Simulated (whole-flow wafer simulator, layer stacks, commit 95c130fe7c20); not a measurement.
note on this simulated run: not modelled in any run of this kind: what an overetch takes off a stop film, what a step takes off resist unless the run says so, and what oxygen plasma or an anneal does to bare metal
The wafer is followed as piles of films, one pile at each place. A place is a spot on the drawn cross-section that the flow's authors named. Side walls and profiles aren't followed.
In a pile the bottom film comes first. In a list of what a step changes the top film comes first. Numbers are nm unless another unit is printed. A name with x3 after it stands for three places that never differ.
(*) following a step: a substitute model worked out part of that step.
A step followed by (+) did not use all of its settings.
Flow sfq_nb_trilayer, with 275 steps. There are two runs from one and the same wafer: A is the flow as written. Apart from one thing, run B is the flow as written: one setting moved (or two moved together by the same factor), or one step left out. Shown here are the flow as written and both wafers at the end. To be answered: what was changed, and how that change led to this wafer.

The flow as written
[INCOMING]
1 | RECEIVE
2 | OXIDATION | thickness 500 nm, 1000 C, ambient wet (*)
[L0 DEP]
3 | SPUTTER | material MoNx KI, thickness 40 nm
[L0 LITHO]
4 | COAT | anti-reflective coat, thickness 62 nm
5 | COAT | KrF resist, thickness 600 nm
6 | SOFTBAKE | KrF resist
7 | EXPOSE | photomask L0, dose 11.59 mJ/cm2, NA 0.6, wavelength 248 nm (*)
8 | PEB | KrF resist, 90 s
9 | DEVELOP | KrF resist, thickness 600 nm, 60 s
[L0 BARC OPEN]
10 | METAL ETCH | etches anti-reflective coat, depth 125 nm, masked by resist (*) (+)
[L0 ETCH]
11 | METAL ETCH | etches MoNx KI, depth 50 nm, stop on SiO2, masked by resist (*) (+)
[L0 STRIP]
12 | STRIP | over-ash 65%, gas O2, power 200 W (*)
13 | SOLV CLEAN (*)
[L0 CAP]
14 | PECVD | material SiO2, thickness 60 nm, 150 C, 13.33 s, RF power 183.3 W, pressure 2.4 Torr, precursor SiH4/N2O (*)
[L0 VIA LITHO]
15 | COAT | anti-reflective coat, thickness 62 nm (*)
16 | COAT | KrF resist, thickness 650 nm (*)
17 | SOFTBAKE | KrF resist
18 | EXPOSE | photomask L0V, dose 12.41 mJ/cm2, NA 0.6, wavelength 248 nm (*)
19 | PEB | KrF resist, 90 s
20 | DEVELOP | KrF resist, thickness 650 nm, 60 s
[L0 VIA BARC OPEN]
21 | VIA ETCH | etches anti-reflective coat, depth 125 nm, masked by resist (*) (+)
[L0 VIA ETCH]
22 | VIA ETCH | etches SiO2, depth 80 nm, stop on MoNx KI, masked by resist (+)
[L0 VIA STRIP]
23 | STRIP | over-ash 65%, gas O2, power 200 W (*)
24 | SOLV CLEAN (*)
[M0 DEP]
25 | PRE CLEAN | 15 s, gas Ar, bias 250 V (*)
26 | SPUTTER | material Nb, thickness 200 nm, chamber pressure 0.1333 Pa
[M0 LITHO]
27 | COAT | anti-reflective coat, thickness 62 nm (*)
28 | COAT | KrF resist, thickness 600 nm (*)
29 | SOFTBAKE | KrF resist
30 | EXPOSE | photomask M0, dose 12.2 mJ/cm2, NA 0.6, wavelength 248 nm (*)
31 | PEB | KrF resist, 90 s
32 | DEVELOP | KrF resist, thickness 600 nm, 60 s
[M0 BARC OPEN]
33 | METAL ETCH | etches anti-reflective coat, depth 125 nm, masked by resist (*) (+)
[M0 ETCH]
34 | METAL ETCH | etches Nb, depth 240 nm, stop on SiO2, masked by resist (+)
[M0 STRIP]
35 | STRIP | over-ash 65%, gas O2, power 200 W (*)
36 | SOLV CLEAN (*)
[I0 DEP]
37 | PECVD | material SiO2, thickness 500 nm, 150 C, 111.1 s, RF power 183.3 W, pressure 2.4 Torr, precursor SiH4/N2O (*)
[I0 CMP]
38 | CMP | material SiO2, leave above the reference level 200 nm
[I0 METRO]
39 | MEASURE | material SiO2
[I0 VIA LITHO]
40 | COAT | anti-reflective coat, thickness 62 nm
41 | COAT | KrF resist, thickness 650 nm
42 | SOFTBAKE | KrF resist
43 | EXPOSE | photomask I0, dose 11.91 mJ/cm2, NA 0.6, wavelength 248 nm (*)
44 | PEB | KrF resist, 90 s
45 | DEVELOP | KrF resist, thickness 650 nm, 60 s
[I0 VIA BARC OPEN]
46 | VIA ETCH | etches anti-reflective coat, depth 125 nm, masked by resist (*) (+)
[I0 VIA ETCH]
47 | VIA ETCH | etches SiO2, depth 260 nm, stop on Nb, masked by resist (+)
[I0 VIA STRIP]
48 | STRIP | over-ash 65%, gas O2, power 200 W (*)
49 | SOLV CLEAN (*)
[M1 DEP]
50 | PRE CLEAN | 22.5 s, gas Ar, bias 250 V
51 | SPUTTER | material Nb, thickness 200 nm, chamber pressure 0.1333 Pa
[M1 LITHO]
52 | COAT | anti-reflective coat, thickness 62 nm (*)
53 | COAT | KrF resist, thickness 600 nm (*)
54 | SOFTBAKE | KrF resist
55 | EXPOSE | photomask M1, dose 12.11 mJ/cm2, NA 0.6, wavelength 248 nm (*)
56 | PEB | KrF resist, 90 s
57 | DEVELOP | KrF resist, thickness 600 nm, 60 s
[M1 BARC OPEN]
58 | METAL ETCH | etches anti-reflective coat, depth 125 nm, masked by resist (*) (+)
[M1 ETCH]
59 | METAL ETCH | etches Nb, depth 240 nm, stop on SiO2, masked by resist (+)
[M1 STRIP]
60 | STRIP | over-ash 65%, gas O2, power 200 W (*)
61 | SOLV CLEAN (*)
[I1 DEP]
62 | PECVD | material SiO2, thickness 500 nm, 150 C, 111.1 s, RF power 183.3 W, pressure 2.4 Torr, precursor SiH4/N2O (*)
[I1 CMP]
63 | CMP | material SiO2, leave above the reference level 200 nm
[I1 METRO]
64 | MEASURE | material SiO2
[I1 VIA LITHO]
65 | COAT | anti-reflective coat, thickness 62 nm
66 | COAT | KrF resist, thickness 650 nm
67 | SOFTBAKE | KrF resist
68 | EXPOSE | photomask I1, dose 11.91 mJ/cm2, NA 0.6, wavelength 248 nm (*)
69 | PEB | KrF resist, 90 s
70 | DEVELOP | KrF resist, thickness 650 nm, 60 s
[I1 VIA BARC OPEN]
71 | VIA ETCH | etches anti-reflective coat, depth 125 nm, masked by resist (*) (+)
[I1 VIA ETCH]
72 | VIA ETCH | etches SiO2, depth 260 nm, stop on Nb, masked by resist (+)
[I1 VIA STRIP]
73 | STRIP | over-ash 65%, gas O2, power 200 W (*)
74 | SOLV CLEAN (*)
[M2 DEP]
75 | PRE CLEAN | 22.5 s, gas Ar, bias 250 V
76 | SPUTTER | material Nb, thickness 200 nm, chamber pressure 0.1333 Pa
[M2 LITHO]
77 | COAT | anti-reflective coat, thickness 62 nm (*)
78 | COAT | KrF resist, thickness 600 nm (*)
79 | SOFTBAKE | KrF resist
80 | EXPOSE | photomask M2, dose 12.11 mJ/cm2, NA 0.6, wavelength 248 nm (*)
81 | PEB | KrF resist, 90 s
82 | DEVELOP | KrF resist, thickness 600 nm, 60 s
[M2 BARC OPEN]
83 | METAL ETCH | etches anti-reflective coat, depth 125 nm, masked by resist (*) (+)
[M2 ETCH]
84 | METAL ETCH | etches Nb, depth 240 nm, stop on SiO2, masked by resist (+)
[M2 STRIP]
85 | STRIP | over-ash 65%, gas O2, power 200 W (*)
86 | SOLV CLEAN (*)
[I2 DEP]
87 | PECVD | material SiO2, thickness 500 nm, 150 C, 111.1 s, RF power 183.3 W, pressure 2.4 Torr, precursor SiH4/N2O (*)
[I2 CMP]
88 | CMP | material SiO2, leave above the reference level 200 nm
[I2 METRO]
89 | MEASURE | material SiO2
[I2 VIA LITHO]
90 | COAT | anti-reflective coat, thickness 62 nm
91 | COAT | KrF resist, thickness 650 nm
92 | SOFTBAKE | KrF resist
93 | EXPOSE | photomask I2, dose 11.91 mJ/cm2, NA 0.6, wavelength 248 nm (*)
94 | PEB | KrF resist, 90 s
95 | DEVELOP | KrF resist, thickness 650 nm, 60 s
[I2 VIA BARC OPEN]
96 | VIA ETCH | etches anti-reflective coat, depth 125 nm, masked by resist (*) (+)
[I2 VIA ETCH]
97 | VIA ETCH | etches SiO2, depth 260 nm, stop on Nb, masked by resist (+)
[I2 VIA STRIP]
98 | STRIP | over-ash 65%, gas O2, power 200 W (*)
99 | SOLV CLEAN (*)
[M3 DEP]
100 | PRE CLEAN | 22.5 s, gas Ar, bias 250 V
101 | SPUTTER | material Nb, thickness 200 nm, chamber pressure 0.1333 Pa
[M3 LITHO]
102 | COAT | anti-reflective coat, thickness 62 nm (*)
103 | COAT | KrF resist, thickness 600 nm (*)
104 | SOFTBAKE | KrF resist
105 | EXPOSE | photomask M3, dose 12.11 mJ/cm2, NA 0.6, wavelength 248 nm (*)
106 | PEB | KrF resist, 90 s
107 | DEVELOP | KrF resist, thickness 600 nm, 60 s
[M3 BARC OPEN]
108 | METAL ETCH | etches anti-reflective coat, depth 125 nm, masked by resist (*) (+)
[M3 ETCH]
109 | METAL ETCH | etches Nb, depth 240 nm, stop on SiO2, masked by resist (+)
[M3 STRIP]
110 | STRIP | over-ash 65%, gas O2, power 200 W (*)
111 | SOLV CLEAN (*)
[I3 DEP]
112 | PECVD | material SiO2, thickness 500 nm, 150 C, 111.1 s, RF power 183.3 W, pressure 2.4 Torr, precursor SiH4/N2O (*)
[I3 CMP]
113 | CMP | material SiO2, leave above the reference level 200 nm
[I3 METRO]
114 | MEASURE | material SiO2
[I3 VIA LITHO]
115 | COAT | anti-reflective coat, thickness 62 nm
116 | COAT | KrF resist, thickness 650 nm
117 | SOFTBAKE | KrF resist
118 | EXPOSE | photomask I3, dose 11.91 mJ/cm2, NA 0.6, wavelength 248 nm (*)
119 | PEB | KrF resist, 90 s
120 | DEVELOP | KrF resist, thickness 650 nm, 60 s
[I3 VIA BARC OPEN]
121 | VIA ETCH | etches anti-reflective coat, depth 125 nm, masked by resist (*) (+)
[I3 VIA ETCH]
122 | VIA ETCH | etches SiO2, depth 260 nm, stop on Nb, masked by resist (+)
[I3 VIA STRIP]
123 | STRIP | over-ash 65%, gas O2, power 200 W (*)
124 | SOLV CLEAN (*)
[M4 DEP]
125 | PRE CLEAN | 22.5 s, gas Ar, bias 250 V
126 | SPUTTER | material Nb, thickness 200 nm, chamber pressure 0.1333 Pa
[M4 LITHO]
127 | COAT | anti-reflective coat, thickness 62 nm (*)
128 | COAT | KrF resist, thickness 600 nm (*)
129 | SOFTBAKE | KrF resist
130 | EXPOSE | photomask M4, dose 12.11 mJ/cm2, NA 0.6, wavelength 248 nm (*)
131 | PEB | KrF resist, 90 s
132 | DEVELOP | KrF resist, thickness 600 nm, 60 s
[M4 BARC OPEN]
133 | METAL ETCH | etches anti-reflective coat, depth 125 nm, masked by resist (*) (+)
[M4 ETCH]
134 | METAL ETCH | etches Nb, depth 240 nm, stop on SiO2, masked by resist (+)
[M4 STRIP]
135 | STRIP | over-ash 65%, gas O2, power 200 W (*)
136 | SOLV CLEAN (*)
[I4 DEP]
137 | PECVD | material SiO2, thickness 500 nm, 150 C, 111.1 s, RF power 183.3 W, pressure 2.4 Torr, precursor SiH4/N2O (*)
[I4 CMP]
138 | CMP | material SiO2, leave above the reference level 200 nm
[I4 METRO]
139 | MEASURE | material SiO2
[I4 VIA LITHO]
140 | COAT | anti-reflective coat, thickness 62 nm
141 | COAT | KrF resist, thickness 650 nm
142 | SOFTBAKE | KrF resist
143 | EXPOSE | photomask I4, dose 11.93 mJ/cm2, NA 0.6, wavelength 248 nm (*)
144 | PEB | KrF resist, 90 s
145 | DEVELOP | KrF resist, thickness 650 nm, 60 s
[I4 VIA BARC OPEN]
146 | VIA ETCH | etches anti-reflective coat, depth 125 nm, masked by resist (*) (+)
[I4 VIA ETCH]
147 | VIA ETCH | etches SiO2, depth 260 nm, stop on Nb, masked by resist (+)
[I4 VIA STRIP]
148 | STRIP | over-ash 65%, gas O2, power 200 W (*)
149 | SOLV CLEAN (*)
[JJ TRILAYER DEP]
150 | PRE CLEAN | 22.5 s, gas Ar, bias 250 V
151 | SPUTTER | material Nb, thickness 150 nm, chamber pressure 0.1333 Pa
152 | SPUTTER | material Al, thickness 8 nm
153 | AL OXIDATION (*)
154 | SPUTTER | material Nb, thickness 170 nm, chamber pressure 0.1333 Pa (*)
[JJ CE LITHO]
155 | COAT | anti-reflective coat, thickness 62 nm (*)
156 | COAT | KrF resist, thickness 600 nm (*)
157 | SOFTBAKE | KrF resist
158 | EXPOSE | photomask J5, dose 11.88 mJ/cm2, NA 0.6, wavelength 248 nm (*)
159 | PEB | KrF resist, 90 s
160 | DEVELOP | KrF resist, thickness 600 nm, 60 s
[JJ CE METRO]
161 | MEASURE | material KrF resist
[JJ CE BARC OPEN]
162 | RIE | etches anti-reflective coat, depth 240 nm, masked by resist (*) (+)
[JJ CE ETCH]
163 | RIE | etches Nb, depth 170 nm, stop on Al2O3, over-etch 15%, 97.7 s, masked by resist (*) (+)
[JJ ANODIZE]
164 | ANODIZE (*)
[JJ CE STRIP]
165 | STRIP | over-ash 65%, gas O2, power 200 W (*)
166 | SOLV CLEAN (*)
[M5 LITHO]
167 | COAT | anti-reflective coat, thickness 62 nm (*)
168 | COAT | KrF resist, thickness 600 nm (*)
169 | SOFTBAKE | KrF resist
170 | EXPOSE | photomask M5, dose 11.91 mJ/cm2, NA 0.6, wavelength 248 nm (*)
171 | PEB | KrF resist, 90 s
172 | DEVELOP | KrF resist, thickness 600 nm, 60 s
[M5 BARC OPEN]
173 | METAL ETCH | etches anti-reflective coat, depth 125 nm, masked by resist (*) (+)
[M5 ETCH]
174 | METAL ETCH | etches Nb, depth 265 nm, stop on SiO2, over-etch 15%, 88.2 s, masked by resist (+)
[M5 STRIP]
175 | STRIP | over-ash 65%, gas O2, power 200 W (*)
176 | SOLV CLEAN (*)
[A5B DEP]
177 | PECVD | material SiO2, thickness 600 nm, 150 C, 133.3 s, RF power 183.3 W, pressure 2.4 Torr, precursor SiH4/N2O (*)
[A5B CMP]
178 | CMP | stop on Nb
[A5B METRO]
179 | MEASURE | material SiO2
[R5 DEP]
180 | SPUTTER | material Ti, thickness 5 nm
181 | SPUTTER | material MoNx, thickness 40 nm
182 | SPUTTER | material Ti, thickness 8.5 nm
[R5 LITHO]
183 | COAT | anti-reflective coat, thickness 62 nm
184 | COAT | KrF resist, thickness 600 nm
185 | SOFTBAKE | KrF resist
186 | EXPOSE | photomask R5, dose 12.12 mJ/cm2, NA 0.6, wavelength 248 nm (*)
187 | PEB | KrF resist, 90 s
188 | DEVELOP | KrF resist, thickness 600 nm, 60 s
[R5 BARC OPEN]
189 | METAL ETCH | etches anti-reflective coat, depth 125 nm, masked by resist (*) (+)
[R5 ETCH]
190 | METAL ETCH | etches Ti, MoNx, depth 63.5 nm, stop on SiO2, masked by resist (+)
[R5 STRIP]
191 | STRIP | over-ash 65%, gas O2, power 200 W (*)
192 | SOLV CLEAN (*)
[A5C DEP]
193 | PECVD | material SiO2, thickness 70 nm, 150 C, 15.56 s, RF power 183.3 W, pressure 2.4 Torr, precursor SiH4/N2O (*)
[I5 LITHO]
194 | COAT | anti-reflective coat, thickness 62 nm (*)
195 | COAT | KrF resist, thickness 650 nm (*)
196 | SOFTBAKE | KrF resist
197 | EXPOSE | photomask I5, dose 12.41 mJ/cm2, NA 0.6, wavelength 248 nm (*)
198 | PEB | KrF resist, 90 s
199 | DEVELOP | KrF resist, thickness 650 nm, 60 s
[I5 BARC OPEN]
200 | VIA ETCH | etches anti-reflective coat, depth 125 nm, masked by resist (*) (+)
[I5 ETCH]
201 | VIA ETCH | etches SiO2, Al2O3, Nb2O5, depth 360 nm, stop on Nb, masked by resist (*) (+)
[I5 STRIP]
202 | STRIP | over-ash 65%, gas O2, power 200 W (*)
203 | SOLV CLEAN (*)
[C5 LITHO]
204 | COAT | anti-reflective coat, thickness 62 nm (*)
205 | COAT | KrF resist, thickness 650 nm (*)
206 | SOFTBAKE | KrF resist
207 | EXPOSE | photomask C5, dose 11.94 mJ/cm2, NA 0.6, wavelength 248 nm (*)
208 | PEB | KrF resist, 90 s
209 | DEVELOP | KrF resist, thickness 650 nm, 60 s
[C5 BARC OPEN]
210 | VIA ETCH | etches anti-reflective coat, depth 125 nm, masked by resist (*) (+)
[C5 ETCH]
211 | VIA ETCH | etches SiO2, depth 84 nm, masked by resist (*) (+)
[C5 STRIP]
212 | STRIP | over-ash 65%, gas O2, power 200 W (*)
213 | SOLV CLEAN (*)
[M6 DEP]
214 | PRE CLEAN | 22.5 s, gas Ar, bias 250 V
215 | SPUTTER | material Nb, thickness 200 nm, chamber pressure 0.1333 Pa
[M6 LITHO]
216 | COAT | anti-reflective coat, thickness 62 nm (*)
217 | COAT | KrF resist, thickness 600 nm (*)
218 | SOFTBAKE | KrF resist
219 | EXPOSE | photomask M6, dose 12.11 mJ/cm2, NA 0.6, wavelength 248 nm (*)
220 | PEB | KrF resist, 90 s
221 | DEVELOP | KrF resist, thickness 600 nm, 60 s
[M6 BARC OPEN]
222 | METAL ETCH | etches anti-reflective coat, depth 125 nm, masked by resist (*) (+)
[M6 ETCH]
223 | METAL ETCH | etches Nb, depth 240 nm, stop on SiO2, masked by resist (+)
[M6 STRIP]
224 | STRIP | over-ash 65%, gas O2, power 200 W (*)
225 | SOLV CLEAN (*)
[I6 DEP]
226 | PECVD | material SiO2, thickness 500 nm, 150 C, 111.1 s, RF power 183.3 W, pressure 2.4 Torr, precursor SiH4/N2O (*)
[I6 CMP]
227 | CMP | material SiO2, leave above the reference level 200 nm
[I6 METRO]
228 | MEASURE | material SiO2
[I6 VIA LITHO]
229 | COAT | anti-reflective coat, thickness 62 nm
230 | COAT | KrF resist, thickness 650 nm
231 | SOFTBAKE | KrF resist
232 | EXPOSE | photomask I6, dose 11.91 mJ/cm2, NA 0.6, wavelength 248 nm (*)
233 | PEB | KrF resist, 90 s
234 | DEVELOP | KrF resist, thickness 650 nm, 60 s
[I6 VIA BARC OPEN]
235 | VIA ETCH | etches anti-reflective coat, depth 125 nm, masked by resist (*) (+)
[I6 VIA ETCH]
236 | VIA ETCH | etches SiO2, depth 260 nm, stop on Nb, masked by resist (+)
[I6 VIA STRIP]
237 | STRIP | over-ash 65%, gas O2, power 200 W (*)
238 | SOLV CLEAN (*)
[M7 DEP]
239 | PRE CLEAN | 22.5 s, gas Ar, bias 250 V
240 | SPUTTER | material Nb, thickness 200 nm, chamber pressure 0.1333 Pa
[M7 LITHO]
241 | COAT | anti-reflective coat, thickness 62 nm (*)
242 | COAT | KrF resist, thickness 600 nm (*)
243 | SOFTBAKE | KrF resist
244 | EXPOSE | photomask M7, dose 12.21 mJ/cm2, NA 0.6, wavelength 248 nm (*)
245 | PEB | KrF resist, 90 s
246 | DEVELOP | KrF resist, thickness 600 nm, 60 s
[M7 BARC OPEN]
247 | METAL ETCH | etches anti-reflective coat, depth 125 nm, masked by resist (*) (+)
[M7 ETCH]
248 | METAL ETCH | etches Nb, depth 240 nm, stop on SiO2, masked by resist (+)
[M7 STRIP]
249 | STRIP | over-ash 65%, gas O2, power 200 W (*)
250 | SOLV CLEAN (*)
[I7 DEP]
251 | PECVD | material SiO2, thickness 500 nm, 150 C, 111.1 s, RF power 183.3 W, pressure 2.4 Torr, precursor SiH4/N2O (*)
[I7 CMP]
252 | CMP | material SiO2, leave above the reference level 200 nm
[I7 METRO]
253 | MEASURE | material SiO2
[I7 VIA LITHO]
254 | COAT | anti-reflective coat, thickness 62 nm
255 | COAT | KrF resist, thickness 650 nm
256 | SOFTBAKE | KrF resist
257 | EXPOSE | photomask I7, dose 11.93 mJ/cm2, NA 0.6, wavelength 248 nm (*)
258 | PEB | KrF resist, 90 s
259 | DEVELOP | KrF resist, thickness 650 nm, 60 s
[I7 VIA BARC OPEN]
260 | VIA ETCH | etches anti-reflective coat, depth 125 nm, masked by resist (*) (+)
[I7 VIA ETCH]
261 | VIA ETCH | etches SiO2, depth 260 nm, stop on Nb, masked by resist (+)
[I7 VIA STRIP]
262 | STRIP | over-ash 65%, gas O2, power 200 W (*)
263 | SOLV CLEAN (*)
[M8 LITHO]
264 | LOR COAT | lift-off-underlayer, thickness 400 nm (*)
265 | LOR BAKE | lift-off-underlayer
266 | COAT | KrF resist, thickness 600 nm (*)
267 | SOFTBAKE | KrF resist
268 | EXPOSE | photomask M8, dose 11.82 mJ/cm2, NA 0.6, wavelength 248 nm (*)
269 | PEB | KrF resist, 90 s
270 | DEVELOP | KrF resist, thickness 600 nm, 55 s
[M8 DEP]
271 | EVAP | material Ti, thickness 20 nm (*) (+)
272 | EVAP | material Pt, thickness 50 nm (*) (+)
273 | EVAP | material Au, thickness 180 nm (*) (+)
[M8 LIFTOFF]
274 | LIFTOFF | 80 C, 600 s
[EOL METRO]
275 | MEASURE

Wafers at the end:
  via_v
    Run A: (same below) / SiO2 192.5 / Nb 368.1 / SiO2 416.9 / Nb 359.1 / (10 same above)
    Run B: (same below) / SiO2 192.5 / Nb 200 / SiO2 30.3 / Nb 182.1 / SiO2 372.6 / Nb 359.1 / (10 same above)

The reason: step 72, VIA ETCH: depth 162 nm was run, though the flow has depth 260 nm.

The path from the change to this, step by step:
  72 | VIA ETCH | etches SiO2, depth 260 nm, stop on Nb, masked by resist (+)
      via_v: A SiO2 loses 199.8 (all of it) | B SiO2 loses 162
      field_l, v_sur, via_wl and 102 more: A KrF resist loses 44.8 | B KrF resist loses 27.9
  73 | STRIP | over-ash 65%, gas O2, power 200 W (*)
      field_l, v_sur, via_wl and 102 more: A KrF resist loses 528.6 (all of it), anti-reflective coat loses 62 (all of it) | B KrF resist loses 545.5 (all of it), anti-reflective coat loses 62 (all of it)
  75 | PRE CLEAN | 22.5 s, gas Ar, bias 250 V
      via_v: A Nb loses 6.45 | B SiO2 loses 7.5
  76 | SPUTTER | material Nb, thickness 200 nm, chamber pressure 0.1333 Pa
      via_v: A Nb gains 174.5 | B Nb gains 182.1 (new film)
  77 | COAT | anti-reflective coat, thickness 62 nm (*)
      via_v: A anti-reflective coat gains 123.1 (new film) | B anti-reflective coat gains 113.7 (new film)
  78 | COAT | KrF resist, thickness 600 nm (*)
      via_v: A KrF resist gains 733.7 (new film) | B KrF resist gains 704.4 (new film)
  85 | STRIP | over-ash 65%, gas O2, power 200 W (*)
      via_v: A KrF resist loses 515.8 (all of it), anti-reflective coat loses 123.1 (all of it) | B KrF resist loses 486.5 (all of it), anti-reflective coat loses 113.7 (all of it)
  87 | PECVD | material SiO2, thickness 500 nm, 150 C, 111.1 s, RF power 183.3 W, pressure 2.4 Torr, precursor SiH4/N2O (*)
      via_v: A SiO2 gains 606 (new film) | B SiO2 gains 537.2 (new film)
  88 | CMP | material SiO2, leave above the reference level 200 nm
      via_v: A SiO2 loses 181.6 | B SiO2 loses 157.1
Taking metal films that touch as one body, via_v has 7 bodies (between them, from the top down: SiO2 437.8; SiO2 209 / Al2O3 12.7 / Nb2O5 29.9; SiO2 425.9; SiO2 372.6; SiO2 30.3; SiO2 192.5); the flow as written gives 6 bodies (between them, from the top down: SiO2 437.8; SiO2 209 / Al2O3 12.7 / Nb2O5 29.9; SiO2 425.9; SiO2 416.9; SiO2 192.5).
